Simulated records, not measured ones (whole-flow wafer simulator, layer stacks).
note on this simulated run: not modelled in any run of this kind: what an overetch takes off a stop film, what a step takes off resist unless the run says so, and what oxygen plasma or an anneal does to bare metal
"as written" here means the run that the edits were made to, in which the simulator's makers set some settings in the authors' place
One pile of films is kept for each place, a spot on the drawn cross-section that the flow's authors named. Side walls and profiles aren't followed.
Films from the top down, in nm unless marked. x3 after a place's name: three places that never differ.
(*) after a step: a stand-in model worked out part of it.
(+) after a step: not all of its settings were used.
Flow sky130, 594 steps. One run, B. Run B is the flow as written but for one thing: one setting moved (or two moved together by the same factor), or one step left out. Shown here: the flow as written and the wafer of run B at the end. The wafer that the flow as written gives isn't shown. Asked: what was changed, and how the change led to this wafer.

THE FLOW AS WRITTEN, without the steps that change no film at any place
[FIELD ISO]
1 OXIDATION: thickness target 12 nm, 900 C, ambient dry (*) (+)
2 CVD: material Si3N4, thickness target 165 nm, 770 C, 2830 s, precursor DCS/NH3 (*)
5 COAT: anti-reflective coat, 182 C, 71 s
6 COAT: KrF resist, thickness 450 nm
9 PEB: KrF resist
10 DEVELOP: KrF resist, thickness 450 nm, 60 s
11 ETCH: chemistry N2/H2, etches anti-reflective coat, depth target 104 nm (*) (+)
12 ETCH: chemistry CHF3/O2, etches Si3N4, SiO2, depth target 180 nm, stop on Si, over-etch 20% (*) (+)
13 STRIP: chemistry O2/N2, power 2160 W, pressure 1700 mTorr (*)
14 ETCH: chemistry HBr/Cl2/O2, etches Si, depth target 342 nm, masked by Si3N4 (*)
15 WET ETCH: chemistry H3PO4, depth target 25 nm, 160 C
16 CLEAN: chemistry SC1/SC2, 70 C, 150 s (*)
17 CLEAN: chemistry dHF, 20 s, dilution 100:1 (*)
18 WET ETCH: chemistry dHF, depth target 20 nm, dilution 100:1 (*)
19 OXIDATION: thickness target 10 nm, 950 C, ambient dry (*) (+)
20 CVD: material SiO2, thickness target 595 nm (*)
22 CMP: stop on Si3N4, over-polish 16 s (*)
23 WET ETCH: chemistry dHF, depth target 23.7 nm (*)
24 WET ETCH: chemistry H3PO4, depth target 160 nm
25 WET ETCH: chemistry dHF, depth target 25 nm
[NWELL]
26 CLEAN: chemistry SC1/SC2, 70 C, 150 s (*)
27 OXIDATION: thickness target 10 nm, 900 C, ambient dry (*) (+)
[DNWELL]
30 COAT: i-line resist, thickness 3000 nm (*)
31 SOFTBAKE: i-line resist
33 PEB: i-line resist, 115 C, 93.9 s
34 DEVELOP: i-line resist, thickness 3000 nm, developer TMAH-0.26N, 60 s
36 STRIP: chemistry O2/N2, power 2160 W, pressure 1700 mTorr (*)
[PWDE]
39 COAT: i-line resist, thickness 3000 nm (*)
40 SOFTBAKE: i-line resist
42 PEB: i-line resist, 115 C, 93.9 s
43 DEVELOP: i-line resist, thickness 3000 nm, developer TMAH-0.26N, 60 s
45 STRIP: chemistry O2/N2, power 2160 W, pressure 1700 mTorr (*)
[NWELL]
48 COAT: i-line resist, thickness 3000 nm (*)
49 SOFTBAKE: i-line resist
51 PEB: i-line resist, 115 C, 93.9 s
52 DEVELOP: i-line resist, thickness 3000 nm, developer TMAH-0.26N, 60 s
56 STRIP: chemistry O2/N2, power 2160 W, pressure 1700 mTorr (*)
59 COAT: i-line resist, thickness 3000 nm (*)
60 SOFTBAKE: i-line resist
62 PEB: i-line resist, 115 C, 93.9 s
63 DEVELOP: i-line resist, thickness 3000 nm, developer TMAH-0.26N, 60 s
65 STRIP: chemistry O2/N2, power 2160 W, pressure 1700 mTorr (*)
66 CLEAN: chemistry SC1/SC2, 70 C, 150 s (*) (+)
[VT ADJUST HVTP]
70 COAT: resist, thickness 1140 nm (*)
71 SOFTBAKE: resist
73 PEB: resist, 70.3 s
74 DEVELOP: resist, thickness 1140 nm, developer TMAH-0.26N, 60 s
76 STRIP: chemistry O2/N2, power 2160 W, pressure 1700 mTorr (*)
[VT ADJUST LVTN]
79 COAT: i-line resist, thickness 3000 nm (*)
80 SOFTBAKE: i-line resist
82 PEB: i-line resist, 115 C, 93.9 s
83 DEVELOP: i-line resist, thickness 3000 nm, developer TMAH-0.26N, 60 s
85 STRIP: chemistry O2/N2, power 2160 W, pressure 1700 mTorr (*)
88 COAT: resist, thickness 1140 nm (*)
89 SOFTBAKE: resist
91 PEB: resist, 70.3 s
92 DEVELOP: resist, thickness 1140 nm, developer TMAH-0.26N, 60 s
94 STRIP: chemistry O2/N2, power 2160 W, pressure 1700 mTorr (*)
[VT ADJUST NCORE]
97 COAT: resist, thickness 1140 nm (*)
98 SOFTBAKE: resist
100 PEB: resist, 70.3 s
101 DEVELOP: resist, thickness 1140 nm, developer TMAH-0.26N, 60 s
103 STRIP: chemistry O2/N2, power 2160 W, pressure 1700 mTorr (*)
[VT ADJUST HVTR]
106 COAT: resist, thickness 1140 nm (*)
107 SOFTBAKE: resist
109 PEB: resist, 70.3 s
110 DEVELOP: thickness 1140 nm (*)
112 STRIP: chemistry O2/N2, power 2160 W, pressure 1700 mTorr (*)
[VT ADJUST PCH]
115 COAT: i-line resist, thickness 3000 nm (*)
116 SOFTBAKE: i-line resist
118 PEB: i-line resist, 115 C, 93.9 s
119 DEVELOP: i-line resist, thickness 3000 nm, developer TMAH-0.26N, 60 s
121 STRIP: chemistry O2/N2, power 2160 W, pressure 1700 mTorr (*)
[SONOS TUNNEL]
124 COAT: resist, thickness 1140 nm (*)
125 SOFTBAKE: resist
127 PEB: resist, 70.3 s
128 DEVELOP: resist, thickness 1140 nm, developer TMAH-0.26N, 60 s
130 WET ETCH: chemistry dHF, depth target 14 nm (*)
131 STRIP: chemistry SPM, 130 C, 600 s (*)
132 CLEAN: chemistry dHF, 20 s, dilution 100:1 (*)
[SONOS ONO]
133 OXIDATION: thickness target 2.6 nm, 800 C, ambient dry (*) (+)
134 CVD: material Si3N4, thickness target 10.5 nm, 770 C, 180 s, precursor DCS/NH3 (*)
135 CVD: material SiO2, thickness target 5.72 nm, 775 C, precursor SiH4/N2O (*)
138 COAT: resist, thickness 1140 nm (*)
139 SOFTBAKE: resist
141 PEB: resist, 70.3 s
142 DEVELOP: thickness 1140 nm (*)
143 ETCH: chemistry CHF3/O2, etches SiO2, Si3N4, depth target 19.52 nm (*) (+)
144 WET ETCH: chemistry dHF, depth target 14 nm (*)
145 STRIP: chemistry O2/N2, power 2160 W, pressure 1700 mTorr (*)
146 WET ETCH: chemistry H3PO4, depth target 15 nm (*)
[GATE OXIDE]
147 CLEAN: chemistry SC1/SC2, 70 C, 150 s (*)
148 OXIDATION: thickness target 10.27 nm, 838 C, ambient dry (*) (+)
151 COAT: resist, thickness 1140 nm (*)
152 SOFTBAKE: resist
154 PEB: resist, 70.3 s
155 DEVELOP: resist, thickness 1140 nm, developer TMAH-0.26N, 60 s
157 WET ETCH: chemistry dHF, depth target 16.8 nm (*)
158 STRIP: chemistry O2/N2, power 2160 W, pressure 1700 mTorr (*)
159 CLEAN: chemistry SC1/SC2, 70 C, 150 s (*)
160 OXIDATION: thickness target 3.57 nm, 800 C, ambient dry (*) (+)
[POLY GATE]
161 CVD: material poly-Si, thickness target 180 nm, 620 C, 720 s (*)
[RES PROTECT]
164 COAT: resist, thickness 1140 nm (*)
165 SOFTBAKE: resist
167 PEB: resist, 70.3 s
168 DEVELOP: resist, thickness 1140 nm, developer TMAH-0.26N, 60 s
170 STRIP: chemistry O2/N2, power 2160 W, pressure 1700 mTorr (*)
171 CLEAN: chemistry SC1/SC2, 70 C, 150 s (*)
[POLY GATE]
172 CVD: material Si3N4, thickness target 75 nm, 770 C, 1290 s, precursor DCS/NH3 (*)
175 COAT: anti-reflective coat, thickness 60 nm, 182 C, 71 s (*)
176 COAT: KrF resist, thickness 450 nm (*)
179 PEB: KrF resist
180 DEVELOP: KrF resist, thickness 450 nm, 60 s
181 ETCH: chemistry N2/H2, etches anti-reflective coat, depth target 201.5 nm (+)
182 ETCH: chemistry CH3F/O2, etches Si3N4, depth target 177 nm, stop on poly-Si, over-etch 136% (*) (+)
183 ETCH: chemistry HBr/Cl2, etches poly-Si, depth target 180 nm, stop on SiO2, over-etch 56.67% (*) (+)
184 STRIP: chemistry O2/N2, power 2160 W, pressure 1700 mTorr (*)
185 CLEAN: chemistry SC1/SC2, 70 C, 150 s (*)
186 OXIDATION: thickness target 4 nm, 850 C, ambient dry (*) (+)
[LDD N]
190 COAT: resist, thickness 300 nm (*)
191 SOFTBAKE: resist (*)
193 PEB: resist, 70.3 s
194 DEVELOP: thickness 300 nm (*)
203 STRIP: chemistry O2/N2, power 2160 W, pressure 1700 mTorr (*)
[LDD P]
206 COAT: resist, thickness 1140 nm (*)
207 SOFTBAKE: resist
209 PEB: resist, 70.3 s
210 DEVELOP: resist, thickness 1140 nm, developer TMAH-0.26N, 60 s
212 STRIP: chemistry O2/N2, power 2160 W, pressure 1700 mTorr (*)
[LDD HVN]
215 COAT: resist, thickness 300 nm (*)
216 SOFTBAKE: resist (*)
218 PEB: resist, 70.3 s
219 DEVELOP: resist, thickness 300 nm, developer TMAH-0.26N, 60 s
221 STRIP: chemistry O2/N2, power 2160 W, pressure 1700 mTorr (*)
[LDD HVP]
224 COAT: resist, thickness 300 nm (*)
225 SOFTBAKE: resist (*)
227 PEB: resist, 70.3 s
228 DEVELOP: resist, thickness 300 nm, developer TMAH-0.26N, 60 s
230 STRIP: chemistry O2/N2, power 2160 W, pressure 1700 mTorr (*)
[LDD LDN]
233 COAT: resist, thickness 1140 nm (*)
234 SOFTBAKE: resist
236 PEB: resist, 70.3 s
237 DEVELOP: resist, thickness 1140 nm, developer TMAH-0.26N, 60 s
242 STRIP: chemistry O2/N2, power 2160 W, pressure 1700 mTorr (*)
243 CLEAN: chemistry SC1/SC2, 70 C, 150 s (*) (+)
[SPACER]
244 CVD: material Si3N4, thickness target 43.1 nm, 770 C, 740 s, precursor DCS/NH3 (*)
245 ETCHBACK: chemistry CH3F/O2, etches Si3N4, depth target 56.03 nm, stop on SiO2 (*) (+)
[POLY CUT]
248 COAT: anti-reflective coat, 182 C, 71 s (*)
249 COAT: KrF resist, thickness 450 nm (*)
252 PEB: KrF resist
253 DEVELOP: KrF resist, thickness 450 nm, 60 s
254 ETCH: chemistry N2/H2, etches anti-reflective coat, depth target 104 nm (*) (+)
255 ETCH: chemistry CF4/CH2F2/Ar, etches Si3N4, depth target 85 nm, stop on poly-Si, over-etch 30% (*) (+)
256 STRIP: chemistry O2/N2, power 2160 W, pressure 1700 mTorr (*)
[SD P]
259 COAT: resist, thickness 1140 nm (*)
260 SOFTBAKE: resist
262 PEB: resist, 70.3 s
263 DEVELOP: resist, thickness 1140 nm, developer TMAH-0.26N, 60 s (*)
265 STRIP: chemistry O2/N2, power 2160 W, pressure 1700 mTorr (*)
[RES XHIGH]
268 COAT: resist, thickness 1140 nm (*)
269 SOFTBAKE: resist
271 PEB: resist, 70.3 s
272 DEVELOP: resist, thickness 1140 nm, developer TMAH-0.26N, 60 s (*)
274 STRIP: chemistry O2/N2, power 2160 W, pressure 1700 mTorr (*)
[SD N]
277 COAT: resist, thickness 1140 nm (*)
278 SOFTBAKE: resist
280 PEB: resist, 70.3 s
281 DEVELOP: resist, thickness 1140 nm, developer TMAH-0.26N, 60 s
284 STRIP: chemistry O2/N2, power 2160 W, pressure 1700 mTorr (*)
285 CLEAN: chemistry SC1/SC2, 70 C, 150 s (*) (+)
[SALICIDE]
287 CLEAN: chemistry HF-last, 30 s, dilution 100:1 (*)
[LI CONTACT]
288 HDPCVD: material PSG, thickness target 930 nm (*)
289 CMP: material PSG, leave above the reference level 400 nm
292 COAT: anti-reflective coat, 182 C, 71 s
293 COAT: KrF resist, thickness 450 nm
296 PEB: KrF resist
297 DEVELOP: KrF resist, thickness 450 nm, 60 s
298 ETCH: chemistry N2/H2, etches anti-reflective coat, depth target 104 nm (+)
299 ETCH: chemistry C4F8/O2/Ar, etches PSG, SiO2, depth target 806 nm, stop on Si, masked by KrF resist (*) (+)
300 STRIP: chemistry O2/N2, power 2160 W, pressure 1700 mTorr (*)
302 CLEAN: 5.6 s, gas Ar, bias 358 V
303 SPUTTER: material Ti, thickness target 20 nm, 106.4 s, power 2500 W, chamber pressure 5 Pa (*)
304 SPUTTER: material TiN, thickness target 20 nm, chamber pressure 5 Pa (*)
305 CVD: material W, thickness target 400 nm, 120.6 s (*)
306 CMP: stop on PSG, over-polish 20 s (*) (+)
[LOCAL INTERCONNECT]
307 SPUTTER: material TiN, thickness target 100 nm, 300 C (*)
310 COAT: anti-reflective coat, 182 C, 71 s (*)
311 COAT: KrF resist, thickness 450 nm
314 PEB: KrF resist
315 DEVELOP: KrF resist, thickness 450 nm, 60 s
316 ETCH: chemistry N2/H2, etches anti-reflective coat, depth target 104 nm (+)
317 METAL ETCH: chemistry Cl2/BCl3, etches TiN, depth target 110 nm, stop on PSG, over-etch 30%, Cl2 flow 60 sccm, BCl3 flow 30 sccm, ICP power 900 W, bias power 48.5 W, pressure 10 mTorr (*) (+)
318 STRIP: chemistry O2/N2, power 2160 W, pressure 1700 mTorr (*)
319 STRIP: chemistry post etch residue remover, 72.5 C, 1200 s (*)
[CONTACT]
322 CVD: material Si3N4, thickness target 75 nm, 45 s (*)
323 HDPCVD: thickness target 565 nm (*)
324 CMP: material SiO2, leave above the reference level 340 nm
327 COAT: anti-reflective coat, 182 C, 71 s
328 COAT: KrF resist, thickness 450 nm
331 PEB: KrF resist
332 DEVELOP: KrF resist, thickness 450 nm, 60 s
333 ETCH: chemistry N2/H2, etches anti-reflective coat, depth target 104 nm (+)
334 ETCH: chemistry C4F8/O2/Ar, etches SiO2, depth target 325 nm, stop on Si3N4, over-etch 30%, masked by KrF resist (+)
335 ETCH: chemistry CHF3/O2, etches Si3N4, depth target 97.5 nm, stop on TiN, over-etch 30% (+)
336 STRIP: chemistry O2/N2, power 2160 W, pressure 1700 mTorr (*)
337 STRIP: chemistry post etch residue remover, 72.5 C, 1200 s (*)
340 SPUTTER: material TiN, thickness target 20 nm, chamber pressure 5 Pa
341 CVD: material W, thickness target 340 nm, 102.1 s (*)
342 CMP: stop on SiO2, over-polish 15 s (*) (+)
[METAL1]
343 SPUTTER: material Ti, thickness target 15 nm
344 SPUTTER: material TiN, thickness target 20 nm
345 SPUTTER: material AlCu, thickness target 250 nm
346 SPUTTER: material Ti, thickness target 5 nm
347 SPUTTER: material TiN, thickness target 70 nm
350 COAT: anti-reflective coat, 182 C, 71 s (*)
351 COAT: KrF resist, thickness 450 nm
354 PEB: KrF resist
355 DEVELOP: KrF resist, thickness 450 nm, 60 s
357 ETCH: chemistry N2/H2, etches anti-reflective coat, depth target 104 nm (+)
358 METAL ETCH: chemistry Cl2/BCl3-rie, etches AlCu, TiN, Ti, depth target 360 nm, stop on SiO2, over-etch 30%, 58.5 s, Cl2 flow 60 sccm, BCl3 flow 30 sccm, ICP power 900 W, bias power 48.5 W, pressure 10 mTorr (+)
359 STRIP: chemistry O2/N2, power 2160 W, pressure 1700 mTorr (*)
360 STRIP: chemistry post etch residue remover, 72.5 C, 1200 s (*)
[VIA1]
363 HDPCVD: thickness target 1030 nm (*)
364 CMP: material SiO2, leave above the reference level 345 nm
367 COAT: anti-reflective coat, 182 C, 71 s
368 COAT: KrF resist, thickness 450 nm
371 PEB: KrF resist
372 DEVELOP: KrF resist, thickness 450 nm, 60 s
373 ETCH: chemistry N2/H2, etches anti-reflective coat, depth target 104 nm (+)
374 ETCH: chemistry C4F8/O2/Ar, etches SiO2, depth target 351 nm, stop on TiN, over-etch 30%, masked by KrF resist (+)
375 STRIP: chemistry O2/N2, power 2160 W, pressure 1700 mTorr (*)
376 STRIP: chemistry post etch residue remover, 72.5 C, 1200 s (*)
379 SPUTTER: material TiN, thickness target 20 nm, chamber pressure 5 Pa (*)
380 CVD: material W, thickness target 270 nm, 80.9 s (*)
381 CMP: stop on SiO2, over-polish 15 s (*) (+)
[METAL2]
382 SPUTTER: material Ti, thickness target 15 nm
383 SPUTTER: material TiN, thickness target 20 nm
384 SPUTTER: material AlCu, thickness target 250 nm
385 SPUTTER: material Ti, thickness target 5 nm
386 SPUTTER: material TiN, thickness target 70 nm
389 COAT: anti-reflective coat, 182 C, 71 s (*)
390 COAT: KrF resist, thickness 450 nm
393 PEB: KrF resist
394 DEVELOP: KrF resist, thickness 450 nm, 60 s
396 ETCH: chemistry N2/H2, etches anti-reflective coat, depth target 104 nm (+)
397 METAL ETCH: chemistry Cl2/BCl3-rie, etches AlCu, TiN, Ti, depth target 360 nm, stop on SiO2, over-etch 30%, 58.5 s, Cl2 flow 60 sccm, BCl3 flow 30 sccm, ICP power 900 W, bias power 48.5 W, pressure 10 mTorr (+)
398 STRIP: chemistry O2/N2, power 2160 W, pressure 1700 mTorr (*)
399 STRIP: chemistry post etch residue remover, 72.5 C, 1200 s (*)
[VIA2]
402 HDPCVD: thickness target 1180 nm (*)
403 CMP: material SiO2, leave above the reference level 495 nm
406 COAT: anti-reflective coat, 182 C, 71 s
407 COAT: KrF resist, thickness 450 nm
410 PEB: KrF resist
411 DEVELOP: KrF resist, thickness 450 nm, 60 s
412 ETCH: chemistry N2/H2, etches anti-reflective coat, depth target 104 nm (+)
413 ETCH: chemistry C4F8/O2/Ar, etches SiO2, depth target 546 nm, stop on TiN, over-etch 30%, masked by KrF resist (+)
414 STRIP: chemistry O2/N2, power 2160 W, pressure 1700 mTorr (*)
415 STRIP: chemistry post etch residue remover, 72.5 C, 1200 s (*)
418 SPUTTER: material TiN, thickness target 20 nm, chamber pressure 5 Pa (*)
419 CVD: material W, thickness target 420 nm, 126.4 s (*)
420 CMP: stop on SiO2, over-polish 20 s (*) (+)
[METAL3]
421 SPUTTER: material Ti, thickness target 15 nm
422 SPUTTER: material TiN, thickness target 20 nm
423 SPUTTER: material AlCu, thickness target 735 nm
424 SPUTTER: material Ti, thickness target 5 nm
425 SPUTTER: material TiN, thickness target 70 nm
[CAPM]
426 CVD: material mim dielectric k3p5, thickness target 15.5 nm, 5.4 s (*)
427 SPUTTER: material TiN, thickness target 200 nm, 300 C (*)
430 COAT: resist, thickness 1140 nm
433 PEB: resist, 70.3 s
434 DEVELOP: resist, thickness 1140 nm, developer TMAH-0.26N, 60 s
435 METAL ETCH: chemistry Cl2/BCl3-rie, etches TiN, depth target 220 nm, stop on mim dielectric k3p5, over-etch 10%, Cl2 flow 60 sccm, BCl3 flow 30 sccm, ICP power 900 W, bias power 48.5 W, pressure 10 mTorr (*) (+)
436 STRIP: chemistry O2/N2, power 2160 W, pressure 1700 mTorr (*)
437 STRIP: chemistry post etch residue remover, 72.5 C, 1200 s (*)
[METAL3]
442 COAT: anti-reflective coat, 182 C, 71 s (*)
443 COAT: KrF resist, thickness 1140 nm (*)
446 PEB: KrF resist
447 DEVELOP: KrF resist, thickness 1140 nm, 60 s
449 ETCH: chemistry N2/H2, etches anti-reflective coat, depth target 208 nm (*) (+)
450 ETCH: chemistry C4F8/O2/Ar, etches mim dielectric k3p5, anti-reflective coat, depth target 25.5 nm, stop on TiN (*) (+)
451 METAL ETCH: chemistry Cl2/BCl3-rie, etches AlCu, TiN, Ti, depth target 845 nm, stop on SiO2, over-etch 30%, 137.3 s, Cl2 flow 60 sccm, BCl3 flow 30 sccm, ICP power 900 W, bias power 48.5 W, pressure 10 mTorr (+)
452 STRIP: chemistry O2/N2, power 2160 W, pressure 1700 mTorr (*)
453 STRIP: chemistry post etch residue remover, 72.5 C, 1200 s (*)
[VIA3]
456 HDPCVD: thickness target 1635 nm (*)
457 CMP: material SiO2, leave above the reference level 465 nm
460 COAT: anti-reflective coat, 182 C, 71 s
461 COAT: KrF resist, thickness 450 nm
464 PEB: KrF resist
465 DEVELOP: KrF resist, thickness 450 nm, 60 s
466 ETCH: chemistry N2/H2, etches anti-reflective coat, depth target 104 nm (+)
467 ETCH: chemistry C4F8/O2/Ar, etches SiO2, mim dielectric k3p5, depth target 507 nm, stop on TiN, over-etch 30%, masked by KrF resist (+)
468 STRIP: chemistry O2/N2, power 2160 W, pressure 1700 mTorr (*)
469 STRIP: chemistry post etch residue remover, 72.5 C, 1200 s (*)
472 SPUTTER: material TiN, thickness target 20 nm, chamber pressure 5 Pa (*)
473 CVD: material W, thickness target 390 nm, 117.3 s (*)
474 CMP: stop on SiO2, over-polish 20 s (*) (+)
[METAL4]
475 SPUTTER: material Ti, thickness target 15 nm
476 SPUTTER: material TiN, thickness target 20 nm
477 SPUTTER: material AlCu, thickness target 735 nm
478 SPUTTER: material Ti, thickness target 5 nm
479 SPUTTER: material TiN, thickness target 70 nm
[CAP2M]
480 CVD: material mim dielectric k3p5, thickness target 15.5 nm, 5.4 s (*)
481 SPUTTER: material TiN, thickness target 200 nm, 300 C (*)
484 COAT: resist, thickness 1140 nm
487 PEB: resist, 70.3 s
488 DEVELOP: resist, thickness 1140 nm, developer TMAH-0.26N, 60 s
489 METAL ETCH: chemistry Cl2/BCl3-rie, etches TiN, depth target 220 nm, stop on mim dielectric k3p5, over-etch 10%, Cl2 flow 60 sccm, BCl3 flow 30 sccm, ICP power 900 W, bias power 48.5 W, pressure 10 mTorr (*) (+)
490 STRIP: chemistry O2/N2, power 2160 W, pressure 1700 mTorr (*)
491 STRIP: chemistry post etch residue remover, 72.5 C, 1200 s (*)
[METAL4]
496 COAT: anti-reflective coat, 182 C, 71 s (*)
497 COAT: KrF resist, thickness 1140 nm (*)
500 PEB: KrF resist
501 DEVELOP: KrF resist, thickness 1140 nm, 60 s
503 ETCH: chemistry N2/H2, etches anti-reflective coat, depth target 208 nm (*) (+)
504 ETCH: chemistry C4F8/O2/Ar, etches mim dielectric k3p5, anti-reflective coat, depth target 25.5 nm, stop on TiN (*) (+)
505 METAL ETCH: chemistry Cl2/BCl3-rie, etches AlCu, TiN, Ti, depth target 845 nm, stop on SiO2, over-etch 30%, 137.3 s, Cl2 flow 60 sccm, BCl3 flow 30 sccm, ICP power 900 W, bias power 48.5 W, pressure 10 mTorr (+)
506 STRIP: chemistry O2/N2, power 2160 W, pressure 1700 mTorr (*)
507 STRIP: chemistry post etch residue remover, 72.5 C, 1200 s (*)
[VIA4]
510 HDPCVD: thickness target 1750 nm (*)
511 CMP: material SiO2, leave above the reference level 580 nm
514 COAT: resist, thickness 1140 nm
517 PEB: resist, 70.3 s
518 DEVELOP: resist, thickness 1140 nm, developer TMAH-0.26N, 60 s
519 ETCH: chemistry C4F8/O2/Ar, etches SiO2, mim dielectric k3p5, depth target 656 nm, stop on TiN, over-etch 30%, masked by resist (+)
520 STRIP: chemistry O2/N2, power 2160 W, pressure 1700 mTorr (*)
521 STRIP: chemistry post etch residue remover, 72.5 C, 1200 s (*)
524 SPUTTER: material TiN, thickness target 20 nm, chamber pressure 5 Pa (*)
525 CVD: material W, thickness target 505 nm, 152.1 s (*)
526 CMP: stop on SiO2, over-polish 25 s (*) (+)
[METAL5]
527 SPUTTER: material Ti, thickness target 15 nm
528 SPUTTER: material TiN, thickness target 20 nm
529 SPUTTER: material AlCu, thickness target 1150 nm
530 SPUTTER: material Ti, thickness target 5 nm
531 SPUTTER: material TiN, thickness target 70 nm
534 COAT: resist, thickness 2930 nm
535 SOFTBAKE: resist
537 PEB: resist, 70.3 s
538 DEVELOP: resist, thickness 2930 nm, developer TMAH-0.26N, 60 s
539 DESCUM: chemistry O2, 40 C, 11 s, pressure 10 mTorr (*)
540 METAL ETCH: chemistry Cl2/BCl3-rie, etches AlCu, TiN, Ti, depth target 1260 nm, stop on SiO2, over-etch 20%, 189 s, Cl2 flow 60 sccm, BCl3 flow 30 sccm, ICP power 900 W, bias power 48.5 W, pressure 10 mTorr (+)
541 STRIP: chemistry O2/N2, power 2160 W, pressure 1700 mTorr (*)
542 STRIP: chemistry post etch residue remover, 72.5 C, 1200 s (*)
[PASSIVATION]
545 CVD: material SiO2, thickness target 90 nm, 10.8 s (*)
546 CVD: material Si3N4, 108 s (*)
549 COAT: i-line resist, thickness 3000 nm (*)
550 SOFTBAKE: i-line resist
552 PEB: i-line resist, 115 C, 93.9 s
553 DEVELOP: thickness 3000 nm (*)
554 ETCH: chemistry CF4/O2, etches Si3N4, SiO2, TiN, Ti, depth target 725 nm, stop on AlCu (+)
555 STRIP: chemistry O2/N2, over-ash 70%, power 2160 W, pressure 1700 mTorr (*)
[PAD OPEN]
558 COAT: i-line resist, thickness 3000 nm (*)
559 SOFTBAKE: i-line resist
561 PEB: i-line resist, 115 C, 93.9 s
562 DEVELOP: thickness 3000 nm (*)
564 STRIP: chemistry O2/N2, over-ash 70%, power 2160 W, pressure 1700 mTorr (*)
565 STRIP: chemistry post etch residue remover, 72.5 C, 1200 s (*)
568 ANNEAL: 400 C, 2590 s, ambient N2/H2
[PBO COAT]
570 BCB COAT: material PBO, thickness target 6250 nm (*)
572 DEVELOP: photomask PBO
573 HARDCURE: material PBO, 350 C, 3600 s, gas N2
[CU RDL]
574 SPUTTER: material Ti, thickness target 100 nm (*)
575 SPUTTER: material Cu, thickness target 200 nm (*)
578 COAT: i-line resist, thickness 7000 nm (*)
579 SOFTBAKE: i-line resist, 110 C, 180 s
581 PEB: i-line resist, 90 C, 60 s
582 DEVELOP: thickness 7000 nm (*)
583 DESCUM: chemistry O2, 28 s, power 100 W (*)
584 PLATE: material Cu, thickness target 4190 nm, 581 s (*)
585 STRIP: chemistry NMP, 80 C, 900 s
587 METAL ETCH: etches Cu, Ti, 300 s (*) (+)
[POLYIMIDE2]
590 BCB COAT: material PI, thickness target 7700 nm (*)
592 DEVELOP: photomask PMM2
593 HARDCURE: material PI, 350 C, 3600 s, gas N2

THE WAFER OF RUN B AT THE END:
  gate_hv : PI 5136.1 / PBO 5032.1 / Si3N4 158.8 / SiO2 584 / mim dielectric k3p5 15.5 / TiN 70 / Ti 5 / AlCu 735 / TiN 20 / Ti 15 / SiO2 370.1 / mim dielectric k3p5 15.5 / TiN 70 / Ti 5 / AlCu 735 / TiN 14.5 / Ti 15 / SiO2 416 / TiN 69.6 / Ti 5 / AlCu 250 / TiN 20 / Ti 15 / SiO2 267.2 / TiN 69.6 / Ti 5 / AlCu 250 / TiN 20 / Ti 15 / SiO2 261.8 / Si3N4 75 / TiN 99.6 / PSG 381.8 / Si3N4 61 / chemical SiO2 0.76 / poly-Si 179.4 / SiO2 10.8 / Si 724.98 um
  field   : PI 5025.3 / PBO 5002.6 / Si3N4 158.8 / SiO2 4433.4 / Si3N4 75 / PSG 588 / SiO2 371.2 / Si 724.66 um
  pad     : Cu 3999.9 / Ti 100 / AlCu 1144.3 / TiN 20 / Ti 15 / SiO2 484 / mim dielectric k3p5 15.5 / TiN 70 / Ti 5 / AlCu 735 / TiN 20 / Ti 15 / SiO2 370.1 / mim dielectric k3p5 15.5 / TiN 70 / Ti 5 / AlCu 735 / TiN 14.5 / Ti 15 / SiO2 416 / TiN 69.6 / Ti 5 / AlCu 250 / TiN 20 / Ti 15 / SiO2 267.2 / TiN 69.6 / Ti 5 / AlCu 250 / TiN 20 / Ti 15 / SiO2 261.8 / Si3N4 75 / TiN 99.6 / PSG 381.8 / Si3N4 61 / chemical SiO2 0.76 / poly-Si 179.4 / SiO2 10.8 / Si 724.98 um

The cause: step 422, SPUTTER: thickness target 14.5 nm was run, where the flow has thickness target 20 nm.
It can be read off the wafer: gate_hv has TiN 14.5, and step 422 as written asks for 20 nm.

How the change led to this, step by step:
  422 SPUTTER: material TiN, thickness target 20 nm
      field, active, n_well and 188 more: TiN +14.5 (new film) (as written it would be: TiN +20 (new film))
  451 METAL ETCH: chemistry Cl2/BCl3-rie, etches AlCu, TiN, Ti, depth target 845 nm, stop on SiO2, over-etch 30%, 137.3 s, Cl2 flow 60 sccm, BCl3 flow 30 sccm, ICP power 900 W, bias power 48.5 W, pressure 10 mTorr (+)
      field, gate, spacer and 68 more: TiN -70 (all of it), Ti -5 (all of it), AlCu -735 (all of it), TiN -14.5 (all of it), Ti -15 (all of it), SiO2 -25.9 (as written it would be: TiN -70 (all of it), Ti -5 (all of it), AlCu -735 (all of it), TiN -20 (all of it), Ti -15 (all of it), SiO2 -25.4)
      active, vpp_ln, vpp_iso2 and 11 more: TiN -70 (all of it), Ti -5 (all of it), AlCu -735 (all of it), TiN -14.5 (all of it), Ti -15 (all of it), SiO2 -25.9 (as written it would be: TiN -70 (all of it), Ti -5 (all of it), AlCu -735 (all of it), TiN -20 (all of it), Ti -15 (all of it), SiO2 -25.3)
